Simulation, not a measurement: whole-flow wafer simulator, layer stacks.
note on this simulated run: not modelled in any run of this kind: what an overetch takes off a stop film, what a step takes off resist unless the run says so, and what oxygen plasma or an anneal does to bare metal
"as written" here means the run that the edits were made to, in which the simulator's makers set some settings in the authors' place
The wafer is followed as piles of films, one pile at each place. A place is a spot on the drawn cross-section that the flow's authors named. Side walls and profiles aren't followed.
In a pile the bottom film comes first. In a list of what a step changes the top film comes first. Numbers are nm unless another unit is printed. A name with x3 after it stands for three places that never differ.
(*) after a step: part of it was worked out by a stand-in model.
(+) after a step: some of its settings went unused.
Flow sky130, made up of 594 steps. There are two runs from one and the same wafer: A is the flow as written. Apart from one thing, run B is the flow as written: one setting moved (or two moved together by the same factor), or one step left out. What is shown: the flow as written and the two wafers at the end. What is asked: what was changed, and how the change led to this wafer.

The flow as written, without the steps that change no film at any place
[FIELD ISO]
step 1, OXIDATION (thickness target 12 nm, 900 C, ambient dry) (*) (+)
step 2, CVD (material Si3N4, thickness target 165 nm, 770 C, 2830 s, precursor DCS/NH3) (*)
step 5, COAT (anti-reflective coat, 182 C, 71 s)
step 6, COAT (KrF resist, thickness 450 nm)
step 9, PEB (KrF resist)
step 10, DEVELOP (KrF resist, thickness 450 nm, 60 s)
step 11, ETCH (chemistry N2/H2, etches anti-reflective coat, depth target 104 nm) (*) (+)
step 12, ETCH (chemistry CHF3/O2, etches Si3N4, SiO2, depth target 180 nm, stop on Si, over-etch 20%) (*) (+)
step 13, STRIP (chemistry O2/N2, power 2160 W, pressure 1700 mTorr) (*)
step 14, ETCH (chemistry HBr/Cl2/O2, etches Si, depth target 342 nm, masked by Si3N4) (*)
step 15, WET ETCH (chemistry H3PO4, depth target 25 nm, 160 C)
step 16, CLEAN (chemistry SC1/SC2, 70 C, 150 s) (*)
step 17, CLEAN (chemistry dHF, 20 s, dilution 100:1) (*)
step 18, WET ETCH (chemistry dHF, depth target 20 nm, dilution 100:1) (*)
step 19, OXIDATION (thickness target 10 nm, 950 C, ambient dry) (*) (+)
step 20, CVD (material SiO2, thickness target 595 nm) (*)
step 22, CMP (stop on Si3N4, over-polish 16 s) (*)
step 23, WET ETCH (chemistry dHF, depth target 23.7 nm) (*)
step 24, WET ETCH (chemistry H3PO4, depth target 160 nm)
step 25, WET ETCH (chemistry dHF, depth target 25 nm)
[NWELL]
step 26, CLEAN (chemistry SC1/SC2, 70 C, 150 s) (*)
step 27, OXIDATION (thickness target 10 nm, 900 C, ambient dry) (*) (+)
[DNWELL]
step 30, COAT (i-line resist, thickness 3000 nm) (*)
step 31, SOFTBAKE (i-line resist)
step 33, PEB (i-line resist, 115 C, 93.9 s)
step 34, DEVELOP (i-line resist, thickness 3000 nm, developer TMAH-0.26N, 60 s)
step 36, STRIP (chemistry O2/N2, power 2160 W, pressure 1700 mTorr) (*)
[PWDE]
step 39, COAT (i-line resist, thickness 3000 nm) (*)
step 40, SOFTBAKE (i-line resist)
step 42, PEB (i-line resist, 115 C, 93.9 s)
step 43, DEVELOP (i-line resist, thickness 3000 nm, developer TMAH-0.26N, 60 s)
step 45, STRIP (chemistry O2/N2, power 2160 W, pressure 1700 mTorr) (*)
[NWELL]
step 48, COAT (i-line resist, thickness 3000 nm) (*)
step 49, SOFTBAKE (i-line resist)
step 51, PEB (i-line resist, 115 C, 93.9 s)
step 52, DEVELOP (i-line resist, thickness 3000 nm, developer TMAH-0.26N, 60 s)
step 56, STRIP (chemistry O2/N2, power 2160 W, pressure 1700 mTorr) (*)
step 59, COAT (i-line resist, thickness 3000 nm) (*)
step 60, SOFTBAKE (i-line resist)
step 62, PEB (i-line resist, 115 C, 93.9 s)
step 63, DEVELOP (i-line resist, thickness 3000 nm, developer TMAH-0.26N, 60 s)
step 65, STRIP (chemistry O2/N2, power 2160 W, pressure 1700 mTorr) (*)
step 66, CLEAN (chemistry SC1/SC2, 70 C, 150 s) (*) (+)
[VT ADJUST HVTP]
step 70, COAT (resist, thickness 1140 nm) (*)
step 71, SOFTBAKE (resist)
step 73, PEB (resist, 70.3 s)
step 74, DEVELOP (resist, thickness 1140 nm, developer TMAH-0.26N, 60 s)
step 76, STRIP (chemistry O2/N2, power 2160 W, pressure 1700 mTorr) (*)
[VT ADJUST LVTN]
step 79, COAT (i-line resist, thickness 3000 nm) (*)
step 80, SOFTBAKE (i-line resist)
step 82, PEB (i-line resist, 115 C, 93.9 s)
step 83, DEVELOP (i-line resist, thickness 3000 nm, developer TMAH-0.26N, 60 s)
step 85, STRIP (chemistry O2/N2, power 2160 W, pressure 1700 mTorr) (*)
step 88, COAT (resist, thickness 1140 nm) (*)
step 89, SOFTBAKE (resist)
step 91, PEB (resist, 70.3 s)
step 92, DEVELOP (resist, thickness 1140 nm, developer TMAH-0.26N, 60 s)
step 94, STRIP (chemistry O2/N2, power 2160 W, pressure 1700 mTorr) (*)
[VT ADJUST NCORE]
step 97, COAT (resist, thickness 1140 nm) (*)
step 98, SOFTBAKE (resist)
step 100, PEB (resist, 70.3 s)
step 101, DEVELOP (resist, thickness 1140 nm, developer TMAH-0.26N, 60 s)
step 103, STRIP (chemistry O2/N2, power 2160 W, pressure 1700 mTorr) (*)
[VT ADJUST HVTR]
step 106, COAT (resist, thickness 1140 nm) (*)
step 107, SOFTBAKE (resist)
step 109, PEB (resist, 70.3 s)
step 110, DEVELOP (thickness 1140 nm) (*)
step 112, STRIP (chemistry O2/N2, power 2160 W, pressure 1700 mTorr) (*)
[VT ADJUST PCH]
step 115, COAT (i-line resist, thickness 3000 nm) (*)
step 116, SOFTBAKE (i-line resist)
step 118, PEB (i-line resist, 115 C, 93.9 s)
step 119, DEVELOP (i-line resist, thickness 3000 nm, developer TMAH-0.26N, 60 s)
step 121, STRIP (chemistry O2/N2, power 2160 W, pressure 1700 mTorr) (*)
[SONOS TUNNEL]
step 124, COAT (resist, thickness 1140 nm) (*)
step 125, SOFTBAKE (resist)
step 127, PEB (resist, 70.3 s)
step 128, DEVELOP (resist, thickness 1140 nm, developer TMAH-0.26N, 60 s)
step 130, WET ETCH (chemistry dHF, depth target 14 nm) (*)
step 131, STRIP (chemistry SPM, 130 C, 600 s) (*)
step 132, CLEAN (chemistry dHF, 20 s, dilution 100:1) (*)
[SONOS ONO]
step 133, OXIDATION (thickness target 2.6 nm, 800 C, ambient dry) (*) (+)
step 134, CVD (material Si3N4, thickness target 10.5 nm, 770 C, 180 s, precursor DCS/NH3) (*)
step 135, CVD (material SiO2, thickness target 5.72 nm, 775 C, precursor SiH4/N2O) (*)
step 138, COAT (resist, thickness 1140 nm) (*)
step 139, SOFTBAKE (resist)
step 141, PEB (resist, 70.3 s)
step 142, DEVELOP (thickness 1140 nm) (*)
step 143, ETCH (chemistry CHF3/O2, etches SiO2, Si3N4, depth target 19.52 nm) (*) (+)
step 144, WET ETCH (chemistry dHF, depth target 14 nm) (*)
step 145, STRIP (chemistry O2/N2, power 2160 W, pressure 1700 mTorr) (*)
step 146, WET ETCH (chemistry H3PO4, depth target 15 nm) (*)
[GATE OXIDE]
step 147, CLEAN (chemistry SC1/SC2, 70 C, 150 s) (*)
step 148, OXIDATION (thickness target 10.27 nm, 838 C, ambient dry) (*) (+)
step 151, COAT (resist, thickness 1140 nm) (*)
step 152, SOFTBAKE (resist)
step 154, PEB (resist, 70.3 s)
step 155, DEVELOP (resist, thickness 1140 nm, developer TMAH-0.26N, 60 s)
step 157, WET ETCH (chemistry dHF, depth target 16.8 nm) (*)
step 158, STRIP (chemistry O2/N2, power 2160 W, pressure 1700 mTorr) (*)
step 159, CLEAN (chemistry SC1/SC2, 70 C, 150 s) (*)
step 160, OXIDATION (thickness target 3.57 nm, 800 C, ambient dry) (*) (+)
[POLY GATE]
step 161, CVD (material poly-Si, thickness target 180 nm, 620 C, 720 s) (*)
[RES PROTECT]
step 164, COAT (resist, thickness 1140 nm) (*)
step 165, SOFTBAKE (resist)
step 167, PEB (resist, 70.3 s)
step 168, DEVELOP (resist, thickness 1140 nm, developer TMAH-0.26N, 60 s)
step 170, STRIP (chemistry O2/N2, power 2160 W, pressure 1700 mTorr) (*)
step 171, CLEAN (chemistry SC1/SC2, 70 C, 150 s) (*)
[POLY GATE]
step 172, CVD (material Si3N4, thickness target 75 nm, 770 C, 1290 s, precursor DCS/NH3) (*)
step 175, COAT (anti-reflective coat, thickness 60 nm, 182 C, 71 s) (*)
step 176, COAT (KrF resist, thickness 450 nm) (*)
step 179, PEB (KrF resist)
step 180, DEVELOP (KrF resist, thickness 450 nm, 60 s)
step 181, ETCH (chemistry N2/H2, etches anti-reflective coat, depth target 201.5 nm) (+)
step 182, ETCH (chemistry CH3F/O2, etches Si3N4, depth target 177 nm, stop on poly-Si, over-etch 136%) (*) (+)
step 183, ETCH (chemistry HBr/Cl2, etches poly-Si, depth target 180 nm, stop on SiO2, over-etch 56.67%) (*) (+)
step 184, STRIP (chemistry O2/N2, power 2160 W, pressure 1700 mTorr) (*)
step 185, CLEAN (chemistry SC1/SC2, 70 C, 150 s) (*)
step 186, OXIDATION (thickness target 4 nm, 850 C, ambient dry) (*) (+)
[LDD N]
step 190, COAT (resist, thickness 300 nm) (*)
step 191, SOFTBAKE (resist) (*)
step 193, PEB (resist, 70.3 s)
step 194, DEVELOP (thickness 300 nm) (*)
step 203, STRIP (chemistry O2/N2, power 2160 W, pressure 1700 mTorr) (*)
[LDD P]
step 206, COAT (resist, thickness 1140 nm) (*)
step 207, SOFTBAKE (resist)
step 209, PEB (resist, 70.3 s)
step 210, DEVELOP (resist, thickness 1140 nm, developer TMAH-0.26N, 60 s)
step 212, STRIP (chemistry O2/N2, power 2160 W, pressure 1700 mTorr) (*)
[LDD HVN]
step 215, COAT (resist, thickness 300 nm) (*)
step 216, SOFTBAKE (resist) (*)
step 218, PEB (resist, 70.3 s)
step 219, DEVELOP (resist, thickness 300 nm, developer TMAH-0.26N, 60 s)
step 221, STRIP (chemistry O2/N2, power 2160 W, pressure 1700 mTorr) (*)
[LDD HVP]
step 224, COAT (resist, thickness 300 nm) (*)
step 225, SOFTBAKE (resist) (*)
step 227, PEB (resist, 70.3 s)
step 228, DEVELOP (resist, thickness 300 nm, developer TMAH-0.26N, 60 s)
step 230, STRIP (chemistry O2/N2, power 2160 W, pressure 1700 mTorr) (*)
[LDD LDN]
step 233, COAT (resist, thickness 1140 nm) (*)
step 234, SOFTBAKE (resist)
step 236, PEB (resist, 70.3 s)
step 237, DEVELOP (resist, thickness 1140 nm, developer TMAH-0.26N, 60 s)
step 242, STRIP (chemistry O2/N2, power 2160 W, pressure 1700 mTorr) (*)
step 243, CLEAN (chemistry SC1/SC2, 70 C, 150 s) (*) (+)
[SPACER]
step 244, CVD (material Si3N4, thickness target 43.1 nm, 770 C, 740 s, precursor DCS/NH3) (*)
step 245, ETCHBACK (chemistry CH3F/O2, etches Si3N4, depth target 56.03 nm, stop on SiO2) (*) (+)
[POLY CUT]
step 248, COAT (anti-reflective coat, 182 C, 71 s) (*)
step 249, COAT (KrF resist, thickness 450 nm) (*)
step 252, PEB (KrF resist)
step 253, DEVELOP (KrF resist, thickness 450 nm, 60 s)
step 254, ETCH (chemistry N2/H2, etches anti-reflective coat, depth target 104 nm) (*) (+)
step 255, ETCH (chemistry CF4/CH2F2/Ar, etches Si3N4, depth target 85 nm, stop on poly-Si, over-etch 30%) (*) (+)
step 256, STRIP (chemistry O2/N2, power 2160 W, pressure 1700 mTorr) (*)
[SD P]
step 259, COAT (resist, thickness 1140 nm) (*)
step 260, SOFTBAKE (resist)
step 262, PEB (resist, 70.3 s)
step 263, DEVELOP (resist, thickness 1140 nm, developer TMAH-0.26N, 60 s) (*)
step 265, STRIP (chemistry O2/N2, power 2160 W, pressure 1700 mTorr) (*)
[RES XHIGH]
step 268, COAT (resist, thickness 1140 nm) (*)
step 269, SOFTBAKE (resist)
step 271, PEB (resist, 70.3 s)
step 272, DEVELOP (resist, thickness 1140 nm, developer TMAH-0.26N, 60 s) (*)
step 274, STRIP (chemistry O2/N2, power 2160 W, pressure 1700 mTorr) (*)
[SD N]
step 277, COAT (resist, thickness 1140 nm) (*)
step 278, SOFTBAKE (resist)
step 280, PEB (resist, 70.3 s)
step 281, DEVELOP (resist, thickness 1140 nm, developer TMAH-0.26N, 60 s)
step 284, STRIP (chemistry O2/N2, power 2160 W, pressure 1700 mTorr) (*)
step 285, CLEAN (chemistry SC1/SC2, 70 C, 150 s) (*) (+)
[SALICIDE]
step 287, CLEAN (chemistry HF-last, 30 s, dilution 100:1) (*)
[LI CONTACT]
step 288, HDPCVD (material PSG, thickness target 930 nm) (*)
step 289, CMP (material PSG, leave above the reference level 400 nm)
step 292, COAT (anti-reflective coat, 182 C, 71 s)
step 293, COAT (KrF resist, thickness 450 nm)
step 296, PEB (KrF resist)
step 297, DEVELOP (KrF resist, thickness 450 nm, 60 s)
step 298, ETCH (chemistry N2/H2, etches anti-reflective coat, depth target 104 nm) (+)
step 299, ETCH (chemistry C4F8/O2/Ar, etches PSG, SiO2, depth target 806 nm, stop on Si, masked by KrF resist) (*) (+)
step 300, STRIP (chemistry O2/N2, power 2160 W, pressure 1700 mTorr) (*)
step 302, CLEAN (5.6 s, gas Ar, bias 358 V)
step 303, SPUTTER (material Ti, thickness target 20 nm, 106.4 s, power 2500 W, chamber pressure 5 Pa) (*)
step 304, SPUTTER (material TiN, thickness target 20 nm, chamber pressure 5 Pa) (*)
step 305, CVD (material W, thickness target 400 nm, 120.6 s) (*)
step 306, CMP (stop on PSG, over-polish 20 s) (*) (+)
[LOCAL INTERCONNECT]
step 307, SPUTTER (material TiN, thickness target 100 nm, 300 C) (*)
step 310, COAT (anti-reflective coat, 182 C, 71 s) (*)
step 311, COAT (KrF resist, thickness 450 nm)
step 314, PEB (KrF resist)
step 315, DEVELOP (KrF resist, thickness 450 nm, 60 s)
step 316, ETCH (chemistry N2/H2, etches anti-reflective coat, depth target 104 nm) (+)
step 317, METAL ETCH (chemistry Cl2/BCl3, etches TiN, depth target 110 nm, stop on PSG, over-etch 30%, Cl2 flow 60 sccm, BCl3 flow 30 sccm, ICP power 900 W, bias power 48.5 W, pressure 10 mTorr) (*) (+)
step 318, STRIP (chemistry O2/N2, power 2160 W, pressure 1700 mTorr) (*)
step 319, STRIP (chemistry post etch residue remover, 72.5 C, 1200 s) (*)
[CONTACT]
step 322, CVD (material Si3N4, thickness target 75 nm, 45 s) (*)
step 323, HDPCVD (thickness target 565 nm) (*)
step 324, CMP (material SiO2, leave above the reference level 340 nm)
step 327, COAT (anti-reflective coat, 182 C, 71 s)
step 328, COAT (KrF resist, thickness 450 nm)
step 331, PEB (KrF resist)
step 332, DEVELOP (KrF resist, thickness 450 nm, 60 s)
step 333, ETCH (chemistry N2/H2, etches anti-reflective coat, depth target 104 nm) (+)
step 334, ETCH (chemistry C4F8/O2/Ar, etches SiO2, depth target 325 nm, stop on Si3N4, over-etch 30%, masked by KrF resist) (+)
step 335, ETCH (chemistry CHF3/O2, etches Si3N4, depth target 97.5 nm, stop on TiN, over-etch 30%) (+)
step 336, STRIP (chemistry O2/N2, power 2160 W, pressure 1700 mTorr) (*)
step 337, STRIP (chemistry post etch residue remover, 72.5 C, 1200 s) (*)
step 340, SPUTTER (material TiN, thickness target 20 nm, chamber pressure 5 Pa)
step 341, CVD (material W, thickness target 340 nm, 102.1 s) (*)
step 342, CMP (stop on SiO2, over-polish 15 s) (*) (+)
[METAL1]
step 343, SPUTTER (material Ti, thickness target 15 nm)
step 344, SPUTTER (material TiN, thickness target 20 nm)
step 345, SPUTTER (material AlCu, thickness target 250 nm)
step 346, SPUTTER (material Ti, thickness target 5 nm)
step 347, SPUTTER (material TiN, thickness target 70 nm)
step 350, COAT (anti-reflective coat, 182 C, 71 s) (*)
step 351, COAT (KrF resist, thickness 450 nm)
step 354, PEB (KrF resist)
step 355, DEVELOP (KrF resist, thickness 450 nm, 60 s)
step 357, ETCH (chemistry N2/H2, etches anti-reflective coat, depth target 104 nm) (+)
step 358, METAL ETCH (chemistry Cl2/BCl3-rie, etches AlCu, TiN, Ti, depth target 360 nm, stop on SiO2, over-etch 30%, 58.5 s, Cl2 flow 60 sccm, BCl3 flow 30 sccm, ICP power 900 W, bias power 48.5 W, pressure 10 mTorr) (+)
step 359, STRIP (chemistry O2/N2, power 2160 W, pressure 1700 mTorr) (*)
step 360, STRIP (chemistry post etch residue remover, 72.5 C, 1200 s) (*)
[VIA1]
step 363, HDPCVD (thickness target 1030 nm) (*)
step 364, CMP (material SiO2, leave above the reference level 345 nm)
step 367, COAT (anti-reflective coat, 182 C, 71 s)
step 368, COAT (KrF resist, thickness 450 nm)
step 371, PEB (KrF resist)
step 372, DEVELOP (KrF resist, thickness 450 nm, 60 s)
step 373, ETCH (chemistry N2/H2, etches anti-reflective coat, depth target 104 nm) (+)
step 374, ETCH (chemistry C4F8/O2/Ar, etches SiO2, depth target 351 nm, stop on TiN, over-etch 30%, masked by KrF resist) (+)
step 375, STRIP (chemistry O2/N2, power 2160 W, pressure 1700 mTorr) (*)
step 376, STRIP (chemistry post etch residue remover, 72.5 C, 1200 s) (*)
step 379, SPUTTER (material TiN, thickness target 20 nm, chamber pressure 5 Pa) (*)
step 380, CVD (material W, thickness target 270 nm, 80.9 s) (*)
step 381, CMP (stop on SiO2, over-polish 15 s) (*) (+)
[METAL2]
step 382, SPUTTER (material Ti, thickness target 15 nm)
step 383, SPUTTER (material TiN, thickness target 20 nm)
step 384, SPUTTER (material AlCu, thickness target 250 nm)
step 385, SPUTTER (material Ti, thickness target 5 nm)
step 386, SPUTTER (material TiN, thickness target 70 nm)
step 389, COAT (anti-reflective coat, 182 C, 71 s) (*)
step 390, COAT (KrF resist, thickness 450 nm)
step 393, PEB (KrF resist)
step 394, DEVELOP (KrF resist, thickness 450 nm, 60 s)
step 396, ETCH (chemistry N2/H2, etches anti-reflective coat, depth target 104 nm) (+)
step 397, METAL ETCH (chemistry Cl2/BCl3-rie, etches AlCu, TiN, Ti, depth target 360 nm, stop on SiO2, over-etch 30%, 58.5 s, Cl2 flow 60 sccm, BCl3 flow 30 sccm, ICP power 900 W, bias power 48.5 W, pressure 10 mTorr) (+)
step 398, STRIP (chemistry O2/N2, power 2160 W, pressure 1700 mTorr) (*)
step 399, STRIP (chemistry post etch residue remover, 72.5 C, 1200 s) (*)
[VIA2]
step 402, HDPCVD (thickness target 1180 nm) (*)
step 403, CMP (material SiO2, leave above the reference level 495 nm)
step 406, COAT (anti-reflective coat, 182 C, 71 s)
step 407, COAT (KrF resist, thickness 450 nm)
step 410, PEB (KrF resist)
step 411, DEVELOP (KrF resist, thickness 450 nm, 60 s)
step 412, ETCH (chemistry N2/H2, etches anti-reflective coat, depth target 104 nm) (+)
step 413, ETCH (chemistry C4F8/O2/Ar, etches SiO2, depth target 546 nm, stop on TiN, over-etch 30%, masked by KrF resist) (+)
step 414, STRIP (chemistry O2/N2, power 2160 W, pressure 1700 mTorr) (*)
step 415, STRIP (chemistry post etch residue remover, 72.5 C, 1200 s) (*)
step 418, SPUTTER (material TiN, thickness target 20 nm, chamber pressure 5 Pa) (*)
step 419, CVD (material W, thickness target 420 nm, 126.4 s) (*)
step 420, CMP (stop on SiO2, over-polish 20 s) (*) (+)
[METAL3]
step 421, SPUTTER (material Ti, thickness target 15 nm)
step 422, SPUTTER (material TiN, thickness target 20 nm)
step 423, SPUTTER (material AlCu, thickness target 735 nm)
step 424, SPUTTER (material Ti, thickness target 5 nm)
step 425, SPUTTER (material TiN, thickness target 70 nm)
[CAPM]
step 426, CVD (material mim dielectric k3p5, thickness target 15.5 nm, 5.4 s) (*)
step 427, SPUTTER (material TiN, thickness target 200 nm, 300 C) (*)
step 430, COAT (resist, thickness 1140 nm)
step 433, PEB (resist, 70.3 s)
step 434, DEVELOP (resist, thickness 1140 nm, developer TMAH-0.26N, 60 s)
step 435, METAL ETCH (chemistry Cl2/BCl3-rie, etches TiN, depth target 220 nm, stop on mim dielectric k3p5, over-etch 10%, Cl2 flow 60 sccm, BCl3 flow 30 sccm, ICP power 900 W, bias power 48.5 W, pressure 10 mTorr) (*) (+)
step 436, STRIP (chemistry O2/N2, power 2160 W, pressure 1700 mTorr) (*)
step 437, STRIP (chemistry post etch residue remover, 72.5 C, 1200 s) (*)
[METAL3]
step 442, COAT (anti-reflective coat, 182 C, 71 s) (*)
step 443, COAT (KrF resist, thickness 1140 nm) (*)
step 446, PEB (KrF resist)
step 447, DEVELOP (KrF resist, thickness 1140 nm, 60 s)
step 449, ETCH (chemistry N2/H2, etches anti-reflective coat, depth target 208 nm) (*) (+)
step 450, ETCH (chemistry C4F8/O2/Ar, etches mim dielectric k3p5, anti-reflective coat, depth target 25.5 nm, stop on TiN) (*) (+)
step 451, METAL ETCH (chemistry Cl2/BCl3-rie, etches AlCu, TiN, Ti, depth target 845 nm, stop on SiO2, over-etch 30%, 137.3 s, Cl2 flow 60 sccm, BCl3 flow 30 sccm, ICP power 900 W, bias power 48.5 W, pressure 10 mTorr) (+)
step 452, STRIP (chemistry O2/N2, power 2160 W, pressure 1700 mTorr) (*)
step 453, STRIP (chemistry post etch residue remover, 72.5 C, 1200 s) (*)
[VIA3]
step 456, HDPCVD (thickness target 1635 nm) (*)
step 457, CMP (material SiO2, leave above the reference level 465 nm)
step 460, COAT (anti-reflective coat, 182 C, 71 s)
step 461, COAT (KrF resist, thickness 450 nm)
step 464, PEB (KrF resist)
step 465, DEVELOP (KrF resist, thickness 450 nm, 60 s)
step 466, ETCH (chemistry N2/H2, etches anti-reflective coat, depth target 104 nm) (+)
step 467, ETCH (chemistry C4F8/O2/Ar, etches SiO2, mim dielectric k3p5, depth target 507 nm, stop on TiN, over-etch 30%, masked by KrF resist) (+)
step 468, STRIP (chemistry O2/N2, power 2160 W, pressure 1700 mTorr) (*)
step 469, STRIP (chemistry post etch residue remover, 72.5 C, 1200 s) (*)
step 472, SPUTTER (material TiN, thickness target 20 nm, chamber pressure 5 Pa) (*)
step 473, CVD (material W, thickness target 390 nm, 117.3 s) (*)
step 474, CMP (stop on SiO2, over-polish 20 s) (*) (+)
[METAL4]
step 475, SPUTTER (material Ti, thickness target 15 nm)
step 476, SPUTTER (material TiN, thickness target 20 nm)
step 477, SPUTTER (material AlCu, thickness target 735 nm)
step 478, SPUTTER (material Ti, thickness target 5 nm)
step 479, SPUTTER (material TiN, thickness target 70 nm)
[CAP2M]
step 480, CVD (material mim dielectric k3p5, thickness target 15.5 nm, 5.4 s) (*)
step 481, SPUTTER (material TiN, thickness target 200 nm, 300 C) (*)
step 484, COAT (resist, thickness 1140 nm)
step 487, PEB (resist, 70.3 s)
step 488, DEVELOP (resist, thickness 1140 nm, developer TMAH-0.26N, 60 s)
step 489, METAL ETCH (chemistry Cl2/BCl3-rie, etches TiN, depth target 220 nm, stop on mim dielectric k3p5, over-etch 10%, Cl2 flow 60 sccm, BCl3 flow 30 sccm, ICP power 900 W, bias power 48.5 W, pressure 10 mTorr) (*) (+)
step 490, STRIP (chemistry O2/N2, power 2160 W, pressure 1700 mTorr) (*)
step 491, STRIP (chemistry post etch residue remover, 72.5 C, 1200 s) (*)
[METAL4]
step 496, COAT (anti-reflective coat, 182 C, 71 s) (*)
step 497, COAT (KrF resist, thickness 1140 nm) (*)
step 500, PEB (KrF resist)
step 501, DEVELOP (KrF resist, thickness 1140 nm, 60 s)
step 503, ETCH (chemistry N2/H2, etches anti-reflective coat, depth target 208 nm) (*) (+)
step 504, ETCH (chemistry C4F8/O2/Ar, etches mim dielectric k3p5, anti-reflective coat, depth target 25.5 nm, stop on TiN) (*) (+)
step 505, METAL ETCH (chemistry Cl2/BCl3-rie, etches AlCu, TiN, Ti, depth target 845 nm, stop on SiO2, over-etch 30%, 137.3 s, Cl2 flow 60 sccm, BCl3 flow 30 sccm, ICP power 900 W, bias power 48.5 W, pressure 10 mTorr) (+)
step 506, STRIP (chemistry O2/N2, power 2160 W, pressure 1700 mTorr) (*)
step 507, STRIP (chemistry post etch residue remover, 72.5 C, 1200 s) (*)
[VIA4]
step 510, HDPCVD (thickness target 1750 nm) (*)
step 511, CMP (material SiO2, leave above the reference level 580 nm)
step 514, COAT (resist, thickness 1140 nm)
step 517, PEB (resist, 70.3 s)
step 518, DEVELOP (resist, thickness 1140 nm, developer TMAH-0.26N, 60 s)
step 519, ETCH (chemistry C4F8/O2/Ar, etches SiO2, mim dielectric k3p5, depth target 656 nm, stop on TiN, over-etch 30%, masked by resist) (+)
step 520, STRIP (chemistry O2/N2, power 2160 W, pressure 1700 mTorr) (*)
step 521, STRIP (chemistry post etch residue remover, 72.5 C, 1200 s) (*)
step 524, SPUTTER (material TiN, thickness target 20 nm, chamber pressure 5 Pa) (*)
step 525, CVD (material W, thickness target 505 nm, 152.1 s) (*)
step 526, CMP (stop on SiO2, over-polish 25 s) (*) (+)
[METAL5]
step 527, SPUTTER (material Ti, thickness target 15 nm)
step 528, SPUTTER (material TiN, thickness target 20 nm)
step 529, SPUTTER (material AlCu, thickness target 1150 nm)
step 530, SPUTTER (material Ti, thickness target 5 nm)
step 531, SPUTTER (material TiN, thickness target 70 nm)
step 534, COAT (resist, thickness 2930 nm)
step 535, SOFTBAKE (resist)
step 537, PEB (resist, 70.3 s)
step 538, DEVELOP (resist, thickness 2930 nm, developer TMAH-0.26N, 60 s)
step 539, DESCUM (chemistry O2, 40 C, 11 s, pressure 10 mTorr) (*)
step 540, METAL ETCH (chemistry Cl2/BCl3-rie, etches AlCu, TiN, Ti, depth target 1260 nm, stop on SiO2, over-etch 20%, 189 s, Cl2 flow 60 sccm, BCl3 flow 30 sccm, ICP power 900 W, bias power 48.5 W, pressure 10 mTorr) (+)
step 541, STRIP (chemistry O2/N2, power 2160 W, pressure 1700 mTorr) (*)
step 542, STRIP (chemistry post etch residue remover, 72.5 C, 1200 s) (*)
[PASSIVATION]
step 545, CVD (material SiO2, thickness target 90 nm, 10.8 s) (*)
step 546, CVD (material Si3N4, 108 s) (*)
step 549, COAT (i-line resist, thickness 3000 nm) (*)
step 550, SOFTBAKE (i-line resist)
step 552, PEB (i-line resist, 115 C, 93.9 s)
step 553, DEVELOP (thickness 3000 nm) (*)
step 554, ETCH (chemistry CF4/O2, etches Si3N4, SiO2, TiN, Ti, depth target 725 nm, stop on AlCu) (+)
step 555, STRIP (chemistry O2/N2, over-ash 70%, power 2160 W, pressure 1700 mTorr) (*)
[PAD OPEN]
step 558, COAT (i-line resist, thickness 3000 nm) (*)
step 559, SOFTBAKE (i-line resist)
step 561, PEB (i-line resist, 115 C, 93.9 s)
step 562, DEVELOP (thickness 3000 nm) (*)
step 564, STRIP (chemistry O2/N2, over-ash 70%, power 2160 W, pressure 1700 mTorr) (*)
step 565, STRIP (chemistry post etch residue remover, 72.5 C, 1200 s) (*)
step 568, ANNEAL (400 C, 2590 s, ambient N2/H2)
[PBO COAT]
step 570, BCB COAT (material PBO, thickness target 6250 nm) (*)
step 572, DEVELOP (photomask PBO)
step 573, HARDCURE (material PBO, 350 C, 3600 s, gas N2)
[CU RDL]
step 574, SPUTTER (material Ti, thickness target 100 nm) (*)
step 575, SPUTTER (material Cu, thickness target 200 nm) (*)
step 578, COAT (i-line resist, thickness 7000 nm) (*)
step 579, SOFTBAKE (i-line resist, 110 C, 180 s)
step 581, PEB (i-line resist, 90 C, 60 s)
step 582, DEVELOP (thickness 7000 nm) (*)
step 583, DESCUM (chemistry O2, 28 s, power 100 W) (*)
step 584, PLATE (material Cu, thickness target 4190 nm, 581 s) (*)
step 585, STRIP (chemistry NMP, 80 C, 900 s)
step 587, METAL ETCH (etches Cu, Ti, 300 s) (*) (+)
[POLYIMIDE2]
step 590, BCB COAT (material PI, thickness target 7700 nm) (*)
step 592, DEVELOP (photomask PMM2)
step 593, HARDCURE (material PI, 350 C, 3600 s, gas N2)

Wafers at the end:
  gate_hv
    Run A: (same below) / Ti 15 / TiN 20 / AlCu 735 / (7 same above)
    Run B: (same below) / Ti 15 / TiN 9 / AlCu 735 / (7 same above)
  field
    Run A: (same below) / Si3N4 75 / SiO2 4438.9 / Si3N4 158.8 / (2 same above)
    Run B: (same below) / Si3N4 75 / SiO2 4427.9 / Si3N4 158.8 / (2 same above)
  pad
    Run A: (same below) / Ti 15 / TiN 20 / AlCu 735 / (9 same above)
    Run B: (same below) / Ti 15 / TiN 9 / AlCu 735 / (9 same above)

The reason: step 476, SPUTTER: thickness target 9 nm was run, whereas the flow has thickness target 20 nm.
The wafer lets one read it off: gate_hv has TiN 9, and step 476 as written asks for 20 nm.

The path from the change to this, step by step:
  step 476, SPUTTER (material TiN, thickness target 20 nm)
      field, active, n_well and 189 more: A +20 TiN (new film) | B +9 TiN (new film)
  step 505, METAL ETCH (chemistry Cl2/BCl3-rie, etches AlCu, TiN, Ti, depth target 845 nm, stop on SiO2, over-etch 30%, 137.3 s, Cl2 flow 60 sccm, BCl3 flow 30 sccm, ICP power 900 W, bias power 48.5 W, pressure 10 mTorr) (+)
      field, gate, spacer and 61 more: A -70 TiN (all of it), -5 Ti (all of it), -735 AlCu (all of it), -20 TiN (all of it), -15 Ti (all of it), -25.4 SiO2 | B -70 TiN (all of it), -5 Ti (all of it), -735 AlCu (all of it), -9 TiN (all of it), -15 Ti (all of it), -26.4 SiO2
      vpp_iso1, m1_ln, poly_licon and 8 more: A -70 TiN (all of it), -5 Ti (all of it), -735 AlCu (all of it), -20 TiN (all of it), -15 Ti (all of it), -25.3 SiO2 | B -70 TiN (all of it), -5 Ti (all of it), -735 AlCu (all of it), -9 TiN (all of it), -15 Ti (all of it), -26.4 SiO2
      (as well as at 13 more places)
  step 511, CMP (material SiO2, leave above the reference level 580 nm)
      field, active, gate and 67 more: A -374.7 SiO2 | B -384.6 SiO2
      vpp_ln, vpp_iso2, mim_edge_plate and 7 more: A -374.7 SiO2 | B -384.5 SiO2
      (as well as at 8 more places)
